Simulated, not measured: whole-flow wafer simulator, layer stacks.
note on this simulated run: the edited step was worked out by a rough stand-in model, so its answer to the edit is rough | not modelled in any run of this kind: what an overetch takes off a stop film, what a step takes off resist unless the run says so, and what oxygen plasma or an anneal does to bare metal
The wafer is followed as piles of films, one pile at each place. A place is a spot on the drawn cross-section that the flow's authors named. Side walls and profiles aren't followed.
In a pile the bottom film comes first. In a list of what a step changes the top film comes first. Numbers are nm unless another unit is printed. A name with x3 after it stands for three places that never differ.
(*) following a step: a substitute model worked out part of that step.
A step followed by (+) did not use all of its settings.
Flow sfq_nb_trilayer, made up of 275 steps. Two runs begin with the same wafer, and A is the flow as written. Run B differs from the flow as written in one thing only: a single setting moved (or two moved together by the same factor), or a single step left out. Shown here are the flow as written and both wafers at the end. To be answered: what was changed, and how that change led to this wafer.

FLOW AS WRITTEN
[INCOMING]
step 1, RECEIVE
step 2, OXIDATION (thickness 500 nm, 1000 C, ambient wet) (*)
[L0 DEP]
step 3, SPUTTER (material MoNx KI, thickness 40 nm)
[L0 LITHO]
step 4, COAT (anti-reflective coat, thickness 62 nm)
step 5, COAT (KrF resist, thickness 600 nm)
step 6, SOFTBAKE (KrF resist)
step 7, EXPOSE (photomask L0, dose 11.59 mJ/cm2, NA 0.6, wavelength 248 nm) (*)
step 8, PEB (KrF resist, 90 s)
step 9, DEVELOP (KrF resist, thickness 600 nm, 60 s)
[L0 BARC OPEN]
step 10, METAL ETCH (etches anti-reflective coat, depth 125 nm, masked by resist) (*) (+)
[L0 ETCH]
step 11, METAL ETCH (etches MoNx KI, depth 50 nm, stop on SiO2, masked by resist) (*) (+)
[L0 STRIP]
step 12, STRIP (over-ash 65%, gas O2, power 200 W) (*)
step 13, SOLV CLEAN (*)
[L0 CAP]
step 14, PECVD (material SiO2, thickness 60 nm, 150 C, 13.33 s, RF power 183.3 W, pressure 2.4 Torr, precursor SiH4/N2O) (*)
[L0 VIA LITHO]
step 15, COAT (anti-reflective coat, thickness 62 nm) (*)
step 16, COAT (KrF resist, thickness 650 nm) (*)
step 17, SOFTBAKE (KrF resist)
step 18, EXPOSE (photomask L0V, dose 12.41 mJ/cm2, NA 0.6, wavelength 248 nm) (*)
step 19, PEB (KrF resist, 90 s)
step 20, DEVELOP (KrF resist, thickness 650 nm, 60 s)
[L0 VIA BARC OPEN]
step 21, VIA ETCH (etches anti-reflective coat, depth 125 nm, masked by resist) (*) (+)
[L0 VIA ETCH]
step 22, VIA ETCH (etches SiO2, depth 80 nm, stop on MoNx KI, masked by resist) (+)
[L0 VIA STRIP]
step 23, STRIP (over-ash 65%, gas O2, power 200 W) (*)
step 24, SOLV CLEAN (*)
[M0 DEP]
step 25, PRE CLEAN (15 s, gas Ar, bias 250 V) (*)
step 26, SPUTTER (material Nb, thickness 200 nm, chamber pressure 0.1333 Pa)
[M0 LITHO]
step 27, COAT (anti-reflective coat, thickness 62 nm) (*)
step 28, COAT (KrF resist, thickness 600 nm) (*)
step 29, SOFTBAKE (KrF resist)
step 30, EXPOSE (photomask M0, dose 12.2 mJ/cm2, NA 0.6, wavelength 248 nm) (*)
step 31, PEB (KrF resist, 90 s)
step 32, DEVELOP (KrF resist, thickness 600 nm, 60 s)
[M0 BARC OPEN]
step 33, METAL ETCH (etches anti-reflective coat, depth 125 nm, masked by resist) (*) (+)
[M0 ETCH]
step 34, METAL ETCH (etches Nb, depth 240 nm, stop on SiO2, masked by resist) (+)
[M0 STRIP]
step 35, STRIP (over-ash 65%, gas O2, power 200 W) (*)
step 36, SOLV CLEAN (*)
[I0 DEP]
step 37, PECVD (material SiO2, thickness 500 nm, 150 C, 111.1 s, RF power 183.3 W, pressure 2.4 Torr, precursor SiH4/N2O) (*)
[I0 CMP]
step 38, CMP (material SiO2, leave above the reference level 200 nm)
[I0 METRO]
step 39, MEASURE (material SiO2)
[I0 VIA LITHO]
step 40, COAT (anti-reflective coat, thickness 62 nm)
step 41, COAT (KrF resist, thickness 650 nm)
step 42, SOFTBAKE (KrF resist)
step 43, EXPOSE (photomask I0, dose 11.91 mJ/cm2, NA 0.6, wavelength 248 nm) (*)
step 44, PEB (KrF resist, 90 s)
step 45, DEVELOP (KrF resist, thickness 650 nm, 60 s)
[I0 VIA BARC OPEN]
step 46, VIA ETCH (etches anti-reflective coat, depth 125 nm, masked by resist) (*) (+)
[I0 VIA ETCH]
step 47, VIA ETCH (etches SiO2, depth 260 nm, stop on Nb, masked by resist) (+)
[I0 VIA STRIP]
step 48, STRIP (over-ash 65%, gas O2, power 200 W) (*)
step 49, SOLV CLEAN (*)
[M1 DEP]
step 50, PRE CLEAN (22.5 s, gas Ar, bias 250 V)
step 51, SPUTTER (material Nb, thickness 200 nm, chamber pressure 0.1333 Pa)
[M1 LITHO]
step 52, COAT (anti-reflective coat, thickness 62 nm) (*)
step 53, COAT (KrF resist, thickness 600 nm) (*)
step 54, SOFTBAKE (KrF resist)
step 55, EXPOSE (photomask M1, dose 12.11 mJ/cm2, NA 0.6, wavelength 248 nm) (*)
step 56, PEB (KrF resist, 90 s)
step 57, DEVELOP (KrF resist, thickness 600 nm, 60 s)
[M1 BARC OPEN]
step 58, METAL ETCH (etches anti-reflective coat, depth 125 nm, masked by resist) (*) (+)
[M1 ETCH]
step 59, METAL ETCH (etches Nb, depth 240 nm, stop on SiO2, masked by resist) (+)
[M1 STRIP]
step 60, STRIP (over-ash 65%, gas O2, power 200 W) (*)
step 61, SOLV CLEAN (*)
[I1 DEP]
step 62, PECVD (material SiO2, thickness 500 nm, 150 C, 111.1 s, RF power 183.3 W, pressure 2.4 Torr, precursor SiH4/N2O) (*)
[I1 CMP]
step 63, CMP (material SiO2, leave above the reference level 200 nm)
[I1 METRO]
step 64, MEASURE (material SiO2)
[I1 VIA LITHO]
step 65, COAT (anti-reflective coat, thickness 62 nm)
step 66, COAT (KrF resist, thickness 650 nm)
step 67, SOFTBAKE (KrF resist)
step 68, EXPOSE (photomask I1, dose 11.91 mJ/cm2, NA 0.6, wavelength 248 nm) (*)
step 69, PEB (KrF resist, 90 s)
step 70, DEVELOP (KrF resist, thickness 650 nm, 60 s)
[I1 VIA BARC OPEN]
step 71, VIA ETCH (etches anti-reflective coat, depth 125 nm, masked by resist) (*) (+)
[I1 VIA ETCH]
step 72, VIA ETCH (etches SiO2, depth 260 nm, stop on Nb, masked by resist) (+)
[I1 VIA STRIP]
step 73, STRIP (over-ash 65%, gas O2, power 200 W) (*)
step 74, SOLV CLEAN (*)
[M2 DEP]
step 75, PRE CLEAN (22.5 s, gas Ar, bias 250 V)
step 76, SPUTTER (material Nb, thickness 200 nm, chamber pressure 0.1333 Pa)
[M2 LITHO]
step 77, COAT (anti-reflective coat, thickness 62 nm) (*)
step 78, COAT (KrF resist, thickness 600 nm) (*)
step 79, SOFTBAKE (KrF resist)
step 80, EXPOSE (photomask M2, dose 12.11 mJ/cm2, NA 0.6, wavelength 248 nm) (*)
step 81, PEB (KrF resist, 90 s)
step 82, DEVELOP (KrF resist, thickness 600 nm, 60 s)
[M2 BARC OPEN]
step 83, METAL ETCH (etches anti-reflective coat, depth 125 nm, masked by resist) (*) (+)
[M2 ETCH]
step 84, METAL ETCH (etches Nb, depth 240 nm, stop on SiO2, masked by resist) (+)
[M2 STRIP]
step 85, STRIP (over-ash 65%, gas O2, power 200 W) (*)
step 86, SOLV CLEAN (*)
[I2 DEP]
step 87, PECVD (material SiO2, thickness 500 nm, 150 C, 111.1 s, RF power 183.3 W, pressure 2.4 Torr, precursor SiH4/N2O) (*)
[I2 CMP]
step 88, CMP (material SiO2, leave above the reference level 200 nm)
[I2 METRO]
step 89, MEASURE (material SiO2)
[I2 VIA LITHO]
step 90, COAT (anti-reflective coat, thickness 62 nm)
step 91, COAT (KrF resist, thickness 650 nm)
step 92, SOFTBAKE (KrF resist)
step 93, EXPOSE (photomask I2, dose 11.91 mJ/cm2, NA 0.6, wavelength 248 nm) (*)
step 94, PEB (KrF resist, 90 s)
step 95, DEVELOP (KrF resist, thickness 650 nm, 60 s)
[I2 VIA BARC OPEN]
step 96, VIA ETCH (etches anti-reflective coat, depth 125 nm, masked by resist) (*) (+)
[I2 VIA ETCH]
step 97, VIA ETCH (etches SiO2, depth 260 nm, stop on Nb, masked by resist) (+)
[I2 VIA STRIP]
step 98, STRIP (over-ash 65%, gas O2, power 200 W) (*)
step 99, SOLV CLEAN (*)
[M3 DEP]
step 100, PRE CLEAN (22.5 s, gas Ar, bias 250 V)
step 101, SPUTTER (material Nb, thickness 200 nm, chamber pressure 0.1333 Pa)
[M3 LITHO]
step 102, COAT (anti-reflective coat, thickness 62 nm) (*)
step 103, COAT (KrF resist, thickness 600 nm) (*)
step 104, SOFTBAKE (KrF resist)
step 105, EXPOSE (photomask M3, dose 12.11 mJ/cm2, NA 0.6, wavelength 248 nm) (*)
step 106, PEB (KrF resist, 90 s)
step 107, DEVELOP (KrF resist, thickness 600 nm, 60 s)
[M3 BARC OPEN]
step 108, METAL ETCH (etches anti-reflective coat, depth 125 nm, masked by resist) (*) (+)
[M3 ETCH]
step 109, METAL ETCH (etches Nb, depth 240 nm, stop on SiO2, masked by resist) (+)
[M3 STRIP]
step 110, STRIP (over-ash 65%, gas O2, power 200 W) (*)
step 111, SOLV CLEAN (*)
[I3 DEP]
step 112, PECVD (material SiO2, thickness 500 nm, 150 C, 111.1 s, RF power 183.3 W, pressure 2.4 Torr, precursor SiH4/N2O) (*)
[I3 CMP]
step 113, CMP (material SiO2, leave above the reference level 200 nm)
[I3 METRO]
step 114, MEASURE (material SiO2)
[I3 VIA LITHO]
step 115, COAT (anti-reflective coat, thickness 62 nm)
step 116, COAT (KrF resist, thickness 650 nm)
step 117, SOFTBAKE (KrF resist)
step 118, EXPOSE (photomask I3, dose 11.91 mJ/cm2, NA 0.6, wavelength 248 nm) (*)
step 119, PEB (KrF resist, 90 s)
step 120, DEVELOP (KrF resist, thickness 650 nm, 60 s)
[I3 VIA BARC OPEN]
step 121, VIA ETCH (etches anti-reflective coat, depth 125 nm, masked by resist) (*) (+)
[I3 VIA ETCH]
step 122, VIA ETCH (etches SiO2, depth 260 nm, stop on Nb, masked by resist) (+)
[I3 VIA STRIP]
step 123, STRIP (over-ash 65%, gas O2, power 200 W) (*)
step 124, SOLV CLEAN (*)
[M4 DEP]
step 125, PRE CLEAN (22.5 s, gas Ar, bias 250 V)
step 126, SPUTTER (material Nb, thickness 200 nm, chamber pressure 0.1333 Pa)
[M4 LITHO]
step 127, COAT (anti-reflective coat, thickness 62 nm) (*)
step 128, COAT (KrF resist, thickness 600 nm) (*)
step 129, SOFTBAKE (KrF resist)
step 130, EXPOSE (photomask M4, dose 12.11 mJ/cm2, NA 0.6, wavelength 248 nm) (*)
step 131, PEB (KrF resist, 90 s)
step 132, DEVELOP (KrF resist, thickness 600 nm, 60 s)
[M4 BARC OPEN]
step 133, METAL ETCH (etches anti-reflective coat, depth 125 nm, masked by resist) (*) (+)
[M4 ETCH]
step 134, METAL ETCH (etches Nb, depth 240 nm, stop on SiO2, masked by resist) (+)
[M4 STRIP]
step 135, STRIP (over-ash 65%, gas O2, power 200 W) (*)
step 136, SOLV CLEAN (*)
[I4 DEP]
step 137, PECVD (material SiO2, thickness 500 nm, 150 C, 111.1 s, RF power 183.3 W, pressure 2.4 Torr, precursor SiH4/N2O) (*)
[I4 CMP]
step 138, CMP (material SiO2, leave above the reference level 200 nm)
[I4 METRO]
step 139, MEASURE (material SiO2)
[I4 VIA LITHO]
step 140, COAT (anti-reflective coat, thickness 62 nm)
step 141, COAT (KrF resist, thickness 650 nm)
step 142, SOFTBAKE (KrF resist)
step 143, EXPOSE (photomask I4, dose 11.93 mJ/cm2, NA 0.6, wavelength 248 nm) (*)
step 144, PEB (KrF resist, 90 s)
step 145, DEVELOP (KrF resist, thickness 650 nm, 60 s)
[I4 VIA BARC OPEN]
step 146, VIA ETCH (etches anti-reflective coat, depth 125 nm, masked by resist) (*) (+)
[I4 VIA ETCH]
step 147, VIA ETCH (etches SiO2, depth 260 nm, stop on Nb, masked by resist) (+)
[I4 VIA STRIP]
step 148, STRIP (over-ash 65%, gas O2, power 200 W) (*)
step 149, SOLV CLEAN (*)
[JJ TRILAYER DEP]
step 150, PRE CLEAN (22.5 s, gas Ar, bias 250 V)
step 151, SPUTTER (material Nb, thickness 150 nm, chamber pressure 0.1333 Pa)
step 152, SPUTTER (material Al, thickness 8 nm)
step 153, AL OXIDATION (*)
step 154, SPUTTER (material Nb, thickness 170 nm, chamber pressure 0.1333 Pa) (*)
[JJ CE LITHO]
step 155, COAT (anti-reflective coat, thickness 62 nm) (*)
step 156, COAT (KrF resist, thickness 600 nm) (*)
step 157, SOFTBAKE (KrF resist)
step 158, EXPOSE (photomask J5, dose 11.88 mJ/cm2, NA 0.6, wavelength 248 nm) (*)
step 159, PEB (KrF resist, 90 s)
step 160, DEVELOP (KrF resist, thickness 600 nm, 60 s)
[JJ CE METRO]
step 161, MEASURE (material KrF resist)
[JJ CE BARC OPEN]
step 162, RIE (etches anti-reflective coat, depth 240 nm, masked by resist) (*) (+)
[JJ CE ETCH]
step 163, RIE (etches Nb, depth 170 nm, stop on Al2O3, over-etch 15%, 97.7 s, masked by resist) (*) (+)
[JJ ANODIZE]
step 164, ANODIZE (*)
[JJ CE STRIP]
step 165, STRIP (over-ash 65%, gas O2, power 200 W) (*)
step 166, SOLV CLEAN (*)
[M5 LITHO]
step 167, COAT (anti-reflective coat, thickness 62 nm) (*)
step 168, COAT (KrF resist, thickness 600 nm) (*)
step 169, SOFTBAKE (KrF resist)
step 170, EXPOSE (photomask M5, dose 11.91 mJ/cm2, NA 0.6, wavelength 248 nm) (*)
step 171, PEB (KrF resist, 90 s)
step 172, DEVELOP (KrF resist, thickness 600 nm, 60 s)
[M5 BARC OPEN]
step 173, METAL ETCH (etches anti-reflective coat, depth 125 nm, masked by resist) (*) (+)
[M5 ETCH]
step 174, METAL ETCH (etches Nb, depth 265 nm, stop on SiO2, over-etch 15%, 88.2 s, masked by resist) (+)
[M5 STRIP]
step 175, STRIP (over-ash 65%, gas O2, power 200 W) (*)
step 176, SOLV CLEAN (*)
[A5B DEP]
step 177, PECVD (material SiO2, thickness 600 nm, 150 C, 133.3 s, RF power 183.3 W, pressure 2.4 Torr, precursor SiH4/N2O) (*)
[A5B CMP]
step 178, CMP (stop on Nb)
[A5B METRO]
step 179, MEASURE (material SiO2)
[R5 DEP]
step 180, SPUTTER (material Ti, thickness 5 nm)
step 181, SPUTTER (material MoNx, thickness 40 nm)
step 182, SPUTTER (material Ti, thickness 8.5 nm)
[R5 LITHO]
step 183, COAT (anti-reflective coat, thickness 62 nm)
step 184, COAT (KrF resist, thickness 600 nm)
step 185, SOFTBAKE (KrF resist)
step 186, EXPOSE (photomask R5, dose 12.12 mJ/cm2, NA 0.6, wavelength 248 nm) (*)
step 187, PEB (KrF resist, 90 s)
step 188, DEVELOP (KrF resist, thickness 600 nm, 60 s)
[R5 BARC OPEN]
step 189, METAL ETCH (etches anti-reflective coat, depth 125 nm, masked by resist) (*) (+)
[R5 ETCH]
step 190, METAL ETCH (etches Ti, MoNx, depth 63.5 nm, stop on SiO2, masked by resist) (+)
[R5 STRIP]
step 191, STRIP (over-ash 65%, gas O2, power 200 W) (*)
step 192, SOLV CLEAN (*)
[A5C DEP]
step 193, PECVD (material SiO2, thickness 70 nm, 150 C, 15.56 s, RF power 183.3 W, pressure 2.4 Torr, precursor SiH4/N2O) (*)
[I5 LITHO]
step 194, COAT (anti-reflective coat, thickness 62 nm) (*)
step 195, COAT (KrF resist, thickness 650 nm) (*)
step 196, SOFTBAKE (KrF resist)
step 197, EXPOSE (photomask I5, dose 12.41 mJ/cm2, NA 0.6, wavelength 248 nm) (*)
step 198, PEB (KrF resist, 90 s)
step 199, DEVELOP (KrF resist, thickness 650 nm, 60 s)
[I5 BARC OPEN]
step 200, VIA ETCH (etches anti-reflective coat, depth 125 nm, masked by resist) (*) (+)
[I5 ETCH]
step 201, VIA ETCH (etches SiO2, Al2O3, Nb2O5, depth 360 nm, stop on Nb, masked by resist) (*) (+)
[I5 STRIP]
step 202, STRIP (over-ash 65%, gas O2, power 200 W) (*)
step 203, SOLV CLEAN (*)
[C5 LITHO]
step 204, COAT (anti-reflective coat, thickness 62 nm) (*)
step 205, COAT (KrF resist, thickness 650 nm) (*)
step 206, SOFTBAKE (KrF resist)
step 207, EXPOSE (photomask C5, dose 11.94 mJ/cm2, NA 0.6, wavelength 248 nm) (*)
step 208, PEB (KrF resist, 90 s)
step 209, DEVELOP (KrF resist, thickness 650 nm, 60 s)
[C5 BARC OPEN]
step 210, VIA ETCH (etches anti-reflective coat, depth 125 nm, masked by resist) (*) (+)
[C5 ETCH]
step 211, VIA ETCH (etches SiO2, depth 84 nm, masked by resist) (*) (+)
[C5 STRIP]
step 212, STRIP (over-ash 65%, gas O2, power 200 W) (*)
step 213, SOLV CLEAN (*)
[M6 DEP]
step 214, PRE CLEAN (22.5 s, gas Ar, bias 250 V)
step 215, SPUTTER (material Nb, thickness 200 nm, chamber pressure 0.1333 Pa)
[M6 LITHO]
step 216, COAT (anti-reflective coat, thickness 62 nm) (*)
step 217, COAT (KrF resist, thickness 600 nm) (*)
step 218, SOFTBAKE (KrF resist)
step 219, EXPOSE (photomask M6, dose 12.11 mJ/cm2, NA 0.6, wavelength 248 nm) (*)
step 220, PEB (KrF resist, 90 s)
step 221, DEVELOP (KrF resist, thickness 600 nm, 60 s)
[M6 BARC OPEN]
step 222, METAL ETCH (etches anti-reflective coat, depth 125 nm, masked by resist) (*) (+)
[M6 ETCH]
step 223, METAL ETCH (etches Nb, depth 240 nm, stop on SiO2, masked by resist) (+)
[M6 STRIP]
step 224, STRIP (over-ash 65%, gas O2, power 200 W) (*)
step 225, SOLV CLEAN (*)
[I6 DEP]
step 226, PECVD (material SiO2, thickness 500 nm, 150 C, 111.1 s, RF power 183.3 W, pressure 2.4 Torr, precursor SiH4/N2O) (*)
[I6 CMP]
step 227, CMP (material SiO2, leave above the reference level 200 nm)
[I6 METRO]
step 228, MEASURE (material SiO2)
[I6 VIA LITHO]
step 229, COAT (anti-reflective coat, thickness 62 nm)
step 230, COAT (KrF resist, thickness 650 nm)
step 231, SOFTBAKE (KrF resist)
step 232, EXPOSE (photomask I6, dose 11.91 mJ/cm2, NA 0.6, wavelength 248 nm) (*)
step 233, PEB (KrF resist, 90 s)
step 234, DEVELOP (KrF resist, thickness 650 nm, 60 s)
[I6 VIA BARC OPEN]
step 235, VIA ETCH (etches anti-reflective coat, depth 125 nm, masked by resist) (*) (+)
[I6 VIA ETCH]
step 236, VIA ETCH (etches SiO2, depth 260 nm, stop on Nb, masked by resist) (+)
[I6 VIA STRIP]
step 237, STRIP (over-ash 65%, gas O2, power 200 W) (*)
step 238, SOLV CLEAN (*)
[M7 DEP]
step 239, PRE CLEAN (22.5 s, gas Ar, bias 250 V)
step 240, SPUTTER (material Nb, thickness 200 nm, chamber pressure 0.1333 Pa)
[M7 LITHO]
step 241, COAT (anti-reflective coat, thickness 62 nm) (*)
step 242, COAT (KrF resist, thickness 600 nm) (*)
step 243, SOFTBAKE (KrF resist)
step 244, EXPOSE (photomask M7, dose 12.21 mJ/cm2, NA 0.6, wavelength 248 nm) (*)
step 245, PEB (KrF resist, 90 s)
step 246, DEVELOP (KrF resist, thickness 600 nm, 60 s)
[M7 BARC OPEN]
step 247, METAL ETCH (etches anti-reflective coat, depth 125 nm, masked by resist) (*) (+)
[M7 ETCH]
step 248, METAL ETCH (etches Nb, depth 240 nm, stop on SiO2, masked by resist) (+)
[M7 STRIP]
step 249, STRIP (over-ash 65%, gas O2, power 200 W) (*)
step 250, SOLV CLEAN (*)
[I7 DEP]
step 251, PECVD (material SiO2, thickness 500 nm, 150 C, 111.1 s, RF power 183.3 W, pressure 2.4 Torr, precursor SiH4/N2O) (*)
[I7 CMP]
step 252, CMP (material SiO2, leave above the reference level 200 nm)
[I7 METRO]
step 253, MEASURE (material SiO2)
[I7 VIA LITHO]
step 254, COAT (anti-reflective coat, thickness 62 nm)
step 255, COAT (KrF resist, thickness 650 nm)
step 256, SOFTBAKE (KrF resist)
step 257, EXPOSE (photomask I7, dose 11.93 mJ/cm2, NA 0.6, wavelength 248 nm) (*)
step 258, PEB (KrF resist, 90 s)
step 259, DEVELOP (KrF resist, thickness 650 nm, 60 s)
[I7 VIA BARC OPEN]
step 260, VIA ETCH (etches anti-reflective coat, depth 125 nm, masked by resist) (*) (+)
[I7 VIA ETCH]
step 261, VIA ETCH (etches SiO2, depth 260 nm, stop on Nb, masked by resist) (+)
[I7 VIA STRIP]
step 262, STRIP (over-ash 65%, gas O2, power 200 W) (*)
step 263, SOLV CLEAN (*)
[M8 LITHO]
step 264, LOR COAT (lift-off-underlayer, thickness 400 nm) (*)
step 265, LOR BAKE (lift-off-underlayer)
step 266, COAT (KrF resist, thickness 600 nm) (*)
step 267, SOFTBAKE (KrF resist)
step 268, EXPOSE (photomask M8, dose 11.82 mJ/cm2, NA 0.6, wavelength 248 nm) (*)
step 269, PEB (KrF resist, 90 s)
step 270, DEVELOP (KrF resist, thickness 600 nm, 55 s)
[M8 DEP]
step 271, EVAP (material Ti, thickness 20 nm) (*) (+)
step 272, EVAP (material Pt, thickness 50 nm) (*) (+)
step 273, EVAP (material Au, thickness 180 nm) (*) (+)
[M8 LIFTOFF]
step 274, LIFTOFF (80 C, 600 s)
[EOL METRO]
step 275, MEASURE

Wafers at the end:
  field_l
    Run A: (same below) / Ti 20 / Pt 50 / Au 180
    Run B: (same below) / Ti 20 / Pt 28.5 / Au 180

What caused this: step 272, EVAP: thickness 28.5 nm was run, while the flow as written has thickness 50 nm.
The wafer lets one read it off: field_l has Pt 28.5, and step 272 as written asks for 50 nm.

The path from the change to this, step by step:
  step 272, EVAP (material Pt, thickness 50 nm) (*) (+)
      field_l, v_sur, via_wl and 103 more: A +50 Pt (new film) | B +28.5 Pt (new film)
  step 274, LIFTOFF (80 C, 600 s)
      p4_fl, p4_fm, p4_w1 and 71 more: A -180 Au (all of it), -50 Pt (all of it), -20 Ti (all of it), -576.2 KrF resist (all of it), -400 lift-off-underlayer (all of it) | B -180 Au (all of it), -28.5 Pt (all of it), -20 Ti (all of it), -576.2 KrF resist (all of it), -400 lift-off-underlayer (all of it)
      c5j, ce_r: A -180 Au (all of it), -50 Pt (all of it), -20 Ti (all of it), -573.3 KrF resist (all of it), -399.3 lift-off-underlayer (all of it) | B -180 Au (all of it), -28.5 Pt (all of it), -20 Ti (all of it), -573.3 KrF resist (all of it), -399.3 lift-off-underlayer (all of it)
      (also at 19 further places)
